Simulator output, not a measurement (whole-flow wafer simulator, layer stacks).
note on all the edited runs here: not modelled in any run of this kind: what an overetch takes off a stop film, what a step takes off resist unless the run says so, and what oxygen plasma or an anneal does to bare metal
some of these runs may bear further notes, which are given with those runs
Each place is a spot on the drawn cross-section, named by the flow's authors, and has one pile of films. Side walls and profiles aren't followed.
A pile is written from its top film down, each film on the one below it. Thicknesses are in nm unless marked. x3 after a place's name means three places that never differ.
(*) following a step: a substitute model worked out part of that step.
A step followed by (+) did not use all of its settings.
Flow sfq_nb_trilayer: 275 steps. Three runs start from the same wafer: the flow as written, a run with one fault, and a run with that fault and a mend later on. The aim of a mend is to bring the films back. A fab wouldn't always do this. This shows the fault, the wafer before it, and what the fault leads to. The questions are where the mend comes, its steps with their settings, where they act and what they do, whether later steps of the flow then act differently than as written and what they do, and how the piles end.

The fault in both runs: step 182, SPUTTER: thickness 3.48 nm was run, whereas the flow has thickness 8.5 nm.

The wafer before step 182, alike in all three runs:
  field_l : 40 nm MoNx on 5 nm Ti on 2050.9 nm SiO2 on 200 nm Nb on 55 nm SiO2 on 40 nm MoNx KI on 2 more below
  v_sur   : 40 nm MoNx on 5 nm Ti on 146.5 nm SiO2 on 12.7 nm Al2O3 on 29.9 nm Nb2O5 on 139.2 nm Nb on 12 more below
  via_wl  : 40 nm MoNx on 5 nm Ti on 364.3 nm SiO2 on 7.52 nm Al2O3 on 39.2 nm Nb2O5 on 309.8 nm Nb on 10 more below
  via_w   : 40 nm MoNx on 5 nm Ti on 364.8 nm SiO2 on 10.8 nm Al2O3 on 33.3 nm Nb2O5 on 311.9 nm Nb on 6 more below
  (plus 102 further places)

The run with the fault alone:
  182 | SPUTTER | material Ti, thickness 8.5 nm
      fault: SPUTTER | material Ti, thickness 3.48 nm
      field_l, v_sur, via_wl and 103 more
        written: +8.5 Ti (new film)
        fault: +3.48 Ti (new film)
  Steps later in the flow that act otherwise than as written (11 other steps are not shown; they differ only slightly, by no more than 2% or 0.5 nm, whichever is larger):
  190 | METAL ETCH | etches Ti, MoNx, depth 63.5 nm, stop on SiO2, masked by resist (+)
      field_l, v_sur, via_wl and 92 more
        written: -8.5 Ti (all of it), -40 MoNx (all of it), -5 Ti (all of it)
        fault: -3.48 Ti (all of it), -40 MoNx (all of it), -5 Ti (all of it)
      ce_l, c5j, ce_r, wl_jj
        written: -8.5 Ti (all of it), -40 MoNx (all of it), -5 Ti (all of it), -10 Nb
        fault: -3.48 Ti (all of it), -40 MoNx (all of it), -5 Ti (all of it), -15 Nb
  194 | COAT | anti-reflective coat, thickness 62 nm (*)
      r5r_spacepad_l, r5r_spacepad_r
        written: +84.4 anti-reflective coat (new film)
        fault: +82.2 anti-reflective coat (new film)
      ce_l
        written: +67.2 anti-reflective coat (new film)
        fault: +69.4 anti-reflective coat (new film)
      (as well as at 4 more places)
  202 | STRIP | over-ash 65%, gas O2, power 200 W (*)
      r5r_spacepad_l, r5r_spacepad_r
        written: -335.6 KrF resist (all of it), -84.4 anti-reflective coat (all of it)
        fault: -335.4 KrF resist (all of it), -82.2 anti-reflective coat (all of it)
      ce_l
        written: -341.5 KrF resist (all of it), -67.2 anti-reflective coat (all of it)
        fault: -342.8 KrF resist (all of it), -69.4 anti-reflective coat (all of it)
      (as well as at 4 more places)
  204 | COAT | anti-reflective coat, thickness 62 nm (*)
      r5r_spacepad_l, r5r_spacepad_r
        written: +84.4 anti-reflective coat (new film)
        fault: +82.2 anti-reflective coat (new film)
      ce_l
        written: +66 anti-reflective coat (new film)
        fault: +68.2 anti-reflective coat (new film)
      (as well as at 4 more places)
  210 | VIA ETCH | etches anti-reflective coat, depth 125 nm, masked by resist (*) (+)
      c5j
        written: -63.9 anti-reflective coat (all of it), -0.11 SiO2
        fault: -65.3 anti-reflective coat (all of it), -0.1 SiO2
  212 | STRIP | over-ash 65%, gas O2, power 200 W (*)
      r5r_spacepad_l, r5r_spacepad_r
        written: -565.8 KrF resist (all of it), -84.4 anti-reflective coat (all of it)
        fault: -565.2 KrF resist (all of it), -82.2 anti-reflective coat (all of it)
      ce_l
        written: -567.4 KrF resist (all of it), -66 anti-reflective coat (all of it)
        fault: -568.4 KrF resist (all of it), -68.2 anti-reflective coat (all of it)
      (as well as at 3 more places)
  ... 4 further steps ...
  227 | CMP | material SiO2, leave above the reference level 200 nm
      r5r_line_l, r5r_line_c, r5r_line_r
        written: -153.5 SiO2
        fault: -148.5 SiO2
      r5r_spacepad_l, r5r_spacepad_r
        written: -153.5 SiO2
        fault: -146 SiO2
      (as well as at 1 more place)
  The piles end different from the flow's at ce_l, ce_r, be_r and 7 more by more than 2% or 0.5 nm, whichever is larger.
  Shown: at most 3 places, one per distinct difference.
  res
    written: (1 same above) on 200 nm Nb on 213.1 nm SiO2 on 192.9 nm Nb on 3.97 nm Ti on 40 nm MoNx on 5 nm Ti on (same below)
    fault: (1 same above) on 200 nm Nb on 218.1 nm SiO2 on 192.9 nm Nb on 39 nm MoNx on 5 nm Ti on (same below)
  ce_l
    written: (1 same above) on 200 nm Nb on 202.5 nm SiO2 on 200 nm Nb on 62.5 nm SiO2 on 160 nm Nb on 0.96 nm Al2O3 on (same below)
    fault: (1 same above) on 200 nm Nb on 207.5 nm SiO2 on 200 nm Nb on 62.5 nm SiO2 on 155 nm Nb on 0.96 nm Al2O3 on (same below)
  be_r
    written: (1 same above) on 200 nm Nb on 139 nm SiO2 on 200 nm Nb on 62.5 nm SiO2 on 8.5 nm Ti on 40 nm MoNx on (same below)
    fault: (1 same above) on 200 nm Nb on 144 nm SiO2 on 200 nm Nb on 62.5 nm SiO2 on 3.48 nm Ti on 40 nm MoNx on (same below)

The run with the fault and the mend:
  The mend stands after step 188.
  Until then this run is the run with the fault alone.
  188a | STRIP | over-ash 65%, gas O2, power 200 W (*)
      field_l, v_sur, via_wl and 96 more
        -62 anti-reflective coat (all of it)
      be_r, r_sur, res, r_end, r5r_line_l, r5r_line_c, r5r_line_r
        -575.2 KrF resist (all of it), -62 anti-reflective coat (all of it)
  188b | SPUTTER | material Ti, thickness 5.02 nm (the flow's step 182, run once more with other settings)
      field_l, v_sur, via_wl and 103 more
        +5.02 Ti
  188c | COAT | anti-reflective coat, thickness 62 nm (the flow's step 183, run once more)
      field_l, v_sur, via_wl and 103 more
        +62 anti-reflective coat (new film)
  188d | COAT | KrF resist, thickness 600 nm (the flow's step 184, run once more)
      field_l, v_sur, via_wl and 103 more
        +600 KrF resist (new film)
  188e | SOFTBAKE | KrF resist (the flow's step 185, run once more)
      leaves every film unchanged at each place that is followed
  188f | EXPOSE | photomask R5, dose 12.12 mJ/cm2, NA 0.6, wavelength 248 nm (*) (the flow's step 186, run once more)
      leaves every film unchanged at each place that is followed
  188g | PEB | KrF resist, 90 s (the flow's step 187, run once more)
      field_l, v_sur, via_wl and 103 more
        -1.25 KrF resist
  188h | DEVELOP | KrF resist, thickness 600 nm, 60 s (the flow's step 188, run once more)
      field_l, v_sur, via_wl and 96 more
        -598.7 KrF resist (all of it)
      be_r, r_sur, res, r_end, r5r_line_l, r5r_line_c, r5r_line_r
        -23.5 KrF resist
  Later steps of the flow that are run all act as written at every place that is followed.
  The piles end the same as the flow's at every place that both follow.
